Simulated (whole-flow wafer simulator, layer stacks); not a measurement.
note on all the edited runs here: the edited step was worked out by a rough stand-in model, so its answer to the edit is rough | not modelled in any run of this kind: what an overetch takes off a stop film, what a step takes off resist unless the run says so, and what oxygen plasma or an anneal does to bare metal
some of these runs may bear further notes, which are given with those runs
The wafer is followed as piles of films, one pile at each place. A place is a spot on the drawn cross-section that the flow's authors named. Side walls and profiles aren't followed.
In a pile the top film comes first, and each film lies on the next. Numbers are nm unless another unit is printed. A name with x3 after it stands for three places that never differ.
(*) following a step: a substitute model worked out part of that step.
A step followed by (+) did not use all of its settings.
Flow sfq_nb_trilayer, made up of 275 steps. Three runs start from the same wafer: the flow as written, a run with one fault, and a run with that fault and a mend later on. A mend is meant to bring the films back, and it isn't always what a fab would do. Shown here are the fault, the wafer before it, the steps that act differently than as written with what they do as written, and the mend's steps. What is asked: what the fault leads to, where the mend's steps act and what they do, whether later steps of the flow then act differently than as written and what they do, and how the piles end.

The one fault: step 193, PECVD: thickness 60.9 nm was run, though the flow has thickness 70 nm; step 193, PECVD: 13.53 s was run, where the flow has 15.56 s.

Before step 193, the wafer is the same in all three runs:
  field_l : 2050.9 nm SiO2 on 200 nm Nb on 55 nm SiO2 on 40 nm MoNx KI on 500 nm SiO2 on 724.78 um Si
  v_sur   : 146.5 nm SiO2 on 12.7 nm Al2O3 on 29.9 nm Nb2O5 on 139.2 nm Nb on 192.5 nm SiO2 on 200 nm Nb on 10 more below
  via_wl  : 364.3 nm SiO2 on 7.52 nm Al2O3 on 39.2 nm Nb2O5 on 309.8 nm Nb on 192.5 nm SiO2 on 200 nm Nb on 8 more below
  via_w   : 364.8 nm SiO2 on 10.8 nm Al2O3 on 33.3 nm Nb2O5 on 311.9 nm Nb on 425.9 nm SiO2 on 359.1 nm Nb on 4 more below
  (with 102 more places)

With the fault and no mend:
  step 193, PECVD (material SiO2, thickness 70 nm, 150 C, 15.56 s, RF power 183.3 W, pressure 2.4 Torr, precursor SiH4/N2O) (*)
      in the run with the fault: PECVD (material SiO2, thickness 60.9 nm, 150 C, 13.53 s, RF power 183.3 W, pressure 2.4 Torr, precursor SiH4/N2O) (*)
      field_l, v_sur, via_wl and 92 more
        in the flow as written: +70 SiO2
        in the run with the fault: +60.9 SiO2
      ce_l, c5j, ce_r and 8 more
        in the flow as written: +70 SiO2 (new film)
        in the run with the fault: +60.9 SiO2 (new film)
  Later steps of the flow acting differently than as written (13 more steps, not shown, differ only slightly: by at most 2% or 0.5 nm, whichever is larger):
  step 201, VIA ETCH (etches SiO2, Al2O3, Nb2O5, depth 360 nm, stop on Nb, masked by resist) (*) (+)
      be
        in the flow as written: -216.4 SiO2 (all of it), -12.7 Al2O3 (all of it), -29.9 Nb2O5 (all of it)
        in the run with the fault: -207.3 SiO2 (all of it), -12.7 Al2O3 (all of it), -29.9 Nb2O5 (all of it)
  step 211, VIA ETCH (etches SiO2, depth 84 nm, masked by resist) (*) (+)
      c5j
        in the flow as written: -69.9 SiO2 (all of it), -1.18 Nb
        in the run with the fault: -60.8 SiO2 (all of it), -1.93 Nb
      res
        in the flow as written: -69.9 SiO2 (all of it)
        in the run with the fault: -60.8 SiO2 (all of it)
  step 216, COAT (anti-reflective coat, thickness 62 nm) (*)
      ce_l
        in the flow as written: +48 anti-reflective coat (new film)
        in the run with the fault: +50.3 anti-reflective coat (new film)
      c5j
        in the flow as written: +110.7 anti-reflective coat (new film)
        in the run with the fault: +104.8 anti-reflective coat (new film)
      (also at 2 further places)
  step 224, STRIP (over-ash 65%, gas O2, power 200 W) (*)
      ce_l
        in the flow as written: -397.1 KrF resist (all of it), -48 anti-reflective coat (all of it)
        in the run with the fault: -395.9 KrF resist (all of it), -50.3 anti-reflective coat (all of it)
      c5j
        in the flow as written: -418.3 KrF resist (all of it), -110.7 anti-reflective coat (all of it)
        in the run with the fault: -414.2 KrF resist (all of it), -104.8 anti-reflective coat (all of it)
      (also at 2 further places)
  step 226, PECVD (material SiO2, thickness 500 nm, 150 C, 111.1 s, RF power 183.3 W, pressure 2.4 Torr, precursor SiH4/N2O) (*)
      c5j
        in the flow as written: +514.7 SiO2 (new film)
        in the run with the fault: +503.5 SiO2 (new film)
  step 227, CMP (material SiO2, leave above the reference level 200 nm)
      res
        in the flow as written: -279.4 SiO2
        in the run with the fault: -290.3 SiO2
  At v_sur, via_wl, via_w and 20 more, the piles at the end differ from the flow's by more than 2% or 0.5 nm, whichever is larger.
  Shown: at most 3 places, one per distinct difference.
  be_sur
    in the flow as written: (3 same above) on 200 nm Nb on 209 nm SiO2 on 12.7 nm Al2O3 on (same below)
    in the run with the fault: (3 same above) on 200 nm Nb on 199.9 nm SiO2 on 12.7 nm Al2O3 on (same below)
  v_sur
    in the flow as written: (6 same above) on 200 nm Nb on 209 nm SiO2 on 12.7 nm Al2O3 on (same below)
    in the run with the fault: (6 same above) on 200 nm Nb on 199.9 nm SiO2 on 12.7 nm Al2O3 on (same below)
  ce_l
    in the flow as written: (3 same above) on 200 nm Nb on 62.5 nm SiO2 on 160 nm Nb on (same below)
    in the run with the fault: (3 same above) on 200 nm Nb on 53.4 nm SiO2 on 160 nm Nb on (same below)

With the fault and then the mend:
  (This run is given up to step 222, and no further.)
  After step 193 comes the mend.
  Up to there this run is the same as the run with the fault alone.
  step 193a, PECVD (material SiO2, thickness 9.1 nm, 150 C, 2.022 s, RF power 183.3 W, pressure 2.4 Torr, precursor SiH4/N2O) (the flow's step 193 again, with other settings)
      field_l, v_sur, via_wl and 103 more
        +9.1 SiO2
  Later steps of the flow up to step 222 that are run all act as written at every place that is followed, up to a difference of at most 2% or 0.5 nm, whichever is larger.
  The piles after step 222 are only slightly different from the flow's at the places that both follow, by no more than 2% or 0.5 nm, whichever is larger.
